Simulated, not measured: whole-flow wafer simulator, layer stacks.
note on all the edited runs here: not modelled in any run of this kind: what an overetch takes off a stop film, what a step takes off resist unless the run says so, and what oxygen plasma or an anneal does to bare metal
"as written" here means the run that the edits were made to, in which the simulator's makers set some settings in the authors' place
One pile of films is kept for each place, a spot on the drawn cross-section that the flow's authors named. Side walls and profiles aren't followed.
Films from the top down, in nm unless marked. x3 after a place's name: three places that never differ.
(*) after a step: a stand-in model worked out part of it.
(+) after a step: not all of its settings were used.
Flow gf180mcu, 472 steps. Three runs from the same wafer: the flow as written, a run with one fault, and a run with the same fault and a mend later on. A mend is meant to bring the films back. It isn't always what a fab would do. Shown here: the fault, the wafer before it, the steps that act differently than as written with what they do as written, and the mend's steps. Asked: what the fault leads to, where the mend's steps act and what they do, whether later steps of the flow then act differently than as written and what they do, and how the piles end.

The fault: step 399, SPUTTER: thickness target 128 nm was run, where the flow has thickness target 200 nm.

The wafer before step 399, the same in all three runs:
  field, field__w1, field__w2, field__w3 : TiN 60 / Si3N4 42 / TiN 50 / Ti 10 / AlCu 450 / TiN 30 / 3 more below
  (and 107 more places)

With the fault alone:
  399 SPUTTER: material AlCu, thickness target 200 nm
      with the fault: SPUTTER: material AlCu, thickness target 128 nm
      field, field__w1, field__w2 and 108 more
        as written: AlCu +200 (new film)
        with the fault: AlCu +128 (new film)
  Later steps of the flow that act differently than as written (4 more steps differ only slightly, by at most 2% or 0.5 nm, whichever is larger, and aren't shown):
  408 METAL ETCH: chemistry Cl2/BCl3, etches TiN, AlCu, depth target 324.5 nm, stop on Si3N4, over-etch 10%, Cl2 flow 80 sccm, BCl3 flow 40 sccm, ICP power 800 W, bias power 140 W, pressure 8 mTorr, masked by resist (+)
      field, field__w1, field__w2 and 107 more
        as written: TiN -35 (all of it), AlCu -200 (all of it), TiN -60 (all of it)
        with the fault: TiN -35 (all of it), AlCu -128 (all of it), TiN -60 (all of it)
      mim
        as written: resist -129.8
        with the fault: resist -98.1
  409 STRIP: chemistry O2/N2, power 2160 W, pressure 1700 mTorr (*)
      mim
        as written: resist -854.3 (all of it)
        with the fault: resist -886 (all of it)
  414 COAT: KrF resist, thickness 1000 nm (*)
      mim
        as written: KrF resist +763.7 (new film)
        with the fault: KrF resist +819.3 (new film)
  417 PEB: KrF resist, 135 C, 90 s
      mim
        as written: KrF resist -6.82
        with the fault: KrF resist -7.7
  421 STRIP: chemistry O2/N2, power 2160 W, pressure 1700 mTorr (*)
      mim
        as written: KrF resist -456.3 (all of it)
        with the fault: KrF resist -510.9 (all of it)
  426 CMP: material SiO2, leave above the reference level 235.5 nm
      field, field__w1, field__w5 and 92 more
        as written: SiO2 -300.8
        with the fault: SiO2 -372.8
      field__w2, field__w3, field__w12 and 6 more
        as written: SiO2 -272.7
        with the fault: SiO2 -344.7
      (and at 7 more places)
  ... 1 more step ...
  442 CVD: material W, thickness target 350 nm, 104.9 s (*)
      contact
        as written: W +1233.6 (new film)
        with the fault: W +1161 (new film)
  At the end the piles differ from the flow's by more than 2% or 0.5 nm, whichever is larger, at field__w4, field__w8, contact, m1, m1__w1, mim, mim_1p0, m1_nw.
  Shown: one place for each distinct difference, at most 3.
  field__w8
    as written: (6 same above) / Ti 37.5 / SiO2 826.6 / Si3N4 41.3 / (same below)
    with the fault: (6 same above) / Ti 37.5 / SiO2 754.6 / Si3N4 41.3 / (same below)
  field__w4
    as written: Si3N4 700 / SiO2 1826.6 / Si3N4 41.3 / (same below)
    with the fault: Si3N4 700 / SiO2 1754.6 / Si3N4 41.3 / (same below)
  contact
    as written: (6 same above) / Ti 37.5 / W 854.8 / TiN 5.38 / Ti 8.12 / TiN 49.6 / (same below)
    with the fault: (6 same above) / Ti 37.5 / W 782.2 / TiN 5.61 / Ti 8.46 / TiN 49.6 / (same below)

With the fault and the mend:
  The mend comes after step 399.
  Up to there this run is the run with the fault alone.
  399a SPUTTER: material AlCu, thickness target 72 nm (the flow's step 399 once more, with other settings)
      field, field__w1, field__w2 and 108 more
        AlCu +72
  No later step of the flow acts differently than as written at any place that is followed.
  At the end the piles are the same as the flow's at every place that both follow.
